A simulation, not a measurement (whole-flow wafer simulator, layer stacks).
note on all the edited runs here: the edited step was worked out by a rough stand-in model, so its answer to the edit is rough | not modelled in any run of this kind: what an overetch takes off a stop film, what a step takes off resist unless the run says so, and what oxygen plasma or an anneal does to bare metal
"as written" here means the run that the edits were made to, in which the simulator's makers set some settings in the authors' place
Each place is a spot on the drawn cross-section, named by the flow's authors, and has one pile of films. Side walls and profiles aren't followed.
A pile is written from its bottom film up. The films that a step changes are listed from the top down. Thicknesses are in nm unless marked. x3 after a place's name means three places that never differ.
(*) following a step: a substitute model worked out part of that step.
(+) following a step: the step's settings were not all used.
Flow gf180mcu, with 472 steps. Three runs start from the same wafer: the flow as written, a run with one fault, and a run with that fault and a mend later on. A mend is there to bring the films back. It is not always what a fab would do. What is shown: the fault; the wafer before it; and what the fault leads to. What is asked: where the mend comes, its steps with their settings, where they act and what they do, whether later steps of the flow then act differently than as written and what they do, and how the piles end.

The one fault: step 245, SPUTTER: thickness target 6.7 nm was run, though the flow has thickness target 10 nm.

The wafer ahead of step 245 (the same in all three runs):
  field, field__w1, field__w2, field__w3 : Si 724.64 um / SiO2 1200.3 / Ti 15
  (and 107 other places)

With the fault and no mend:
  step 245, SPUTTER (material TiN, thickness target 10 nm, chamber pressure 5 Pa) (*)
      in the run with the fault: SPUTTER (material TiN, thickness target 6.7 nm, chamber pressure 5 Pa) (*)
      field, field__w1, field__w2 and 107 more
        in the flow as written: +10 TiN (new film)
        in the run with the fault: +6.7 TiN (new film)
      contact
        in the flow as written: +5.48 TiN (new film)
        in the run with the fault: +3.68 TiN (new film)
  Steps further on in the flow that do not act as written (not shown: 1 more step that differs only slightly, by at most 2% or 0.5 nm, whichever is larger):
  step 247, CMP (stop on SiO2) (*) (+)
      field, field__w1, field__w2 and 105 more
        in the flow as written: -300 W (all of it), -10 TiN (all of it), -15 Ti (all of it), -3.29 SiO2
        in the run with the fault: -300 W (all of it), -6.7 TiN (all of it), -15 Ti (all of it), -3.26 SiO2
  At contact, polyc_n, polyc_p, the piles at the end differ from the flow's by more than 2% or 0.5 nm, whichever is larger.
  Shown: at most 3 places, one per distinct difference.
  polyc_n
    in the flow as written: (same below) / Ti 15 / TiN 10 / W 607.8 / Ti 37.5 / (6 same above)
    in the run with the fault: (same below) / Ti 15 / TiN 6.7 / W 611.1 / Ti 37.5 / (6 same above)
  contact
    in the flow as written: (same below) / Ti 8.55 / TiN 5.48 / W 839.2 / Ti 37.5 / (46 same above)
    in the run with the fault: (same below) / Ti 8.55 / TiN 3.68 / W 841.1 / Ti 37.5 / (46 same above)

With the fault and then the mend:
  The mend follows step 245.
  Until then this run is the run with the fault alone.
  step 245a, SPUTTER (material TiN, thickness target 3.3 nm, chamber pressure 5 Pa) (*) (the flow's step 245, run once more with other settings)
      field, field__w1, field__w2 and 107 more
        +3.3 TiN
      contact
        +1.81 TiN
  Later steps of the flow that are run all act as written at every place that is followed.
  At every place that both follow, the piles at the end match the flow's.
